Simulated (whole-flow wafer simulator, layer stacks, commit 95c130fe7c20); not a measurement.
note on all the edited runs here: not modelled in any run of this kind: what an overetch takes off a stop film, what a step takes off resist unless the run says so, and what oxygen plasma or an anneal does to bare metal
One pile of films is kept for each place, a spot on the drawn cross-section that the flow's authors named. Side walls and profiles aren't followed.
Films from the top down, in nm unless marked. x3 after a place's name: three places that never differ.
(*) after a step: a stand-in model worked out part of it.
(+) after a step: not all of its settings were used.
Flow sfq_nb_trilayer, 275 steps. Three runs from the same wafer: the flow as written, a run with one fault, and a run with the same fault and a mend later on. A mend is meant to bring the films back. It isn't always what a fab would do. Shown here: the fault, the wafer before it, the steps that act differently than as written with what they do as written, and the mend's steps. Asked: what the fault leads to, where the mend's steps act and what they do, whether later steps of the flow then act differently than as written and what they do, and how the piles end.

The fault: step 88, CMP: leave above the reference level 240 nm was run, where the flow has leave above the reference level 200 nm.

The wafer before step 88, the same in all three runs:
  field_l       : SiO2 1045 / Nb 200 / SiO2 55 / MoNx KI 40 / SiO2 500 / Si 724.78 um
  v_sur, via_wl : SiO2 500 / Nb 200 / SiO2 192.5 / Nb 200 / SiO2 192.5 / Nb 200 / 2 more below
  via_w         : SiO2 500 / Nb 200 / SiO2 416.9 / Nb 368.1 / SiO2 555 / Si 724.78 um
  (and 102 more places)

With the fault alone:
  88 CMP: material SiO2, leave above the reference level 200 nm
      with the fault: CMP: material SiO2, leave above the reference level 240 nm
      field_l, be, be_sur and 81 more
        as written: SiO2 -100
        with the fault: SiO2 -60
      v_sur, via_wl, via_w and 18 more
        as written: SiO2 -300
        with the fault: SiO2 -260
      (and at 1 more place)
  Later steps of the flow that act differently than as written (3 more steps differ only slightly, by at most 2% or 0.5 nm, whichever is larger, and aren't shown):
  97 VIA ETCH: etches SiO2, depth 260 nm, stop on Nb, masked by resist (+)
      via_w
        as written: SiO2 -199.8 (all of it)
        with the fault: SiO2 -239.8 (all of it)
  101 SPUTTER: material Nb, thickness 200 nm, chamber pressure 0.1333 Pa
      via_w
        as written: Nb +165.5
        with the fault: Nb +157
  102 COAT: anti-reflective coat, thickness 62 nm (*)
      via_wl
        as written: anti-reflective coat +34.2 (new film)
        with the fault: anti-reflective coat +32.6 (new film)
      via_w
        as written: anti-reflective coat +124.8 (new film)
        with the fault: anti-reflective coat +133.4 (new film)
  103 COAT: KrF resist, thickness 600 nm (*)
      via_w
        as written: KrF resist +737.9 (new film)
        with the fault: KrF resist +771.1 (new film)
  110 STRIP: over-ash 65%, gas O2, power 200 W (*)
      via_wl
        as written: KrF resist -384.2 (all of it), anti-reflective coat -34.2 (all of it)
        with the fault: KrF resist -380.5 (all of it), anti-reflective coat -32.6 (all of it)
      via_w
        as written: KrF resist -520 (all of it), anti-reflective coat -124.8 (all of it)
        with the fault: KrF resist -553.1 (all of it), anti-reflective coat -133.4 (all of it)
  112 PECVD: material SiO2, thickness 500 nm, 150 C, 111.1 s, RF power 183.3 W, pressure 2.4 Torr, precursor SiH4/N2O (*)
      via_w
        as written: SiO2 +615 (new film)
        with the fault: SiO2 +663.6 (new film)
  At the end the piles differ from the flow's by more than 2% or 0.5 nm, whichever is larger, at v_sur, via_wl, via_w and 74 more.
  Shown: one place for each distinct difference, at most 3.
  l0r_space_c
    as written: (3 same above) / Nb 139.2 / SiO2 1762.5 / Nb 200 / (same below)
    with the fault: (3 same above) / Nb 139.2 / SiO2 1802.5 / Nb 200 / (same below)
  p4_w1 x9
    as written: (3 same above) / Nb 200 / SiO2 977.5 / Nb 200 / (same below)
    with the fault: (3 same above) / Nb 200 / SiO2 1017.5 / Nb 200 / (same below)
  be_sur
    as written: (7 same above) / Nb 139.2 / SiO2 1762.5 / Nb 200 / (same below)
    with the fault: (7 same above) / Nb 139.2 / SiO2 1802.5 / Nb 200 / (same below)

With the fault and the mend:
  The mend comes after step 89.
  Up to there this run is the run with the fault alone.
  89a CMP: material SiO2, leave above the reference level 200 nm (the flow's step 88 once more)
      field_l, v_sur, via_wl and 103 more
        SiO2 -40
  No later step of the flow acts differently than as written at any place that is followed.
  At the end the piles are the same as the flow's at every place that both follow.
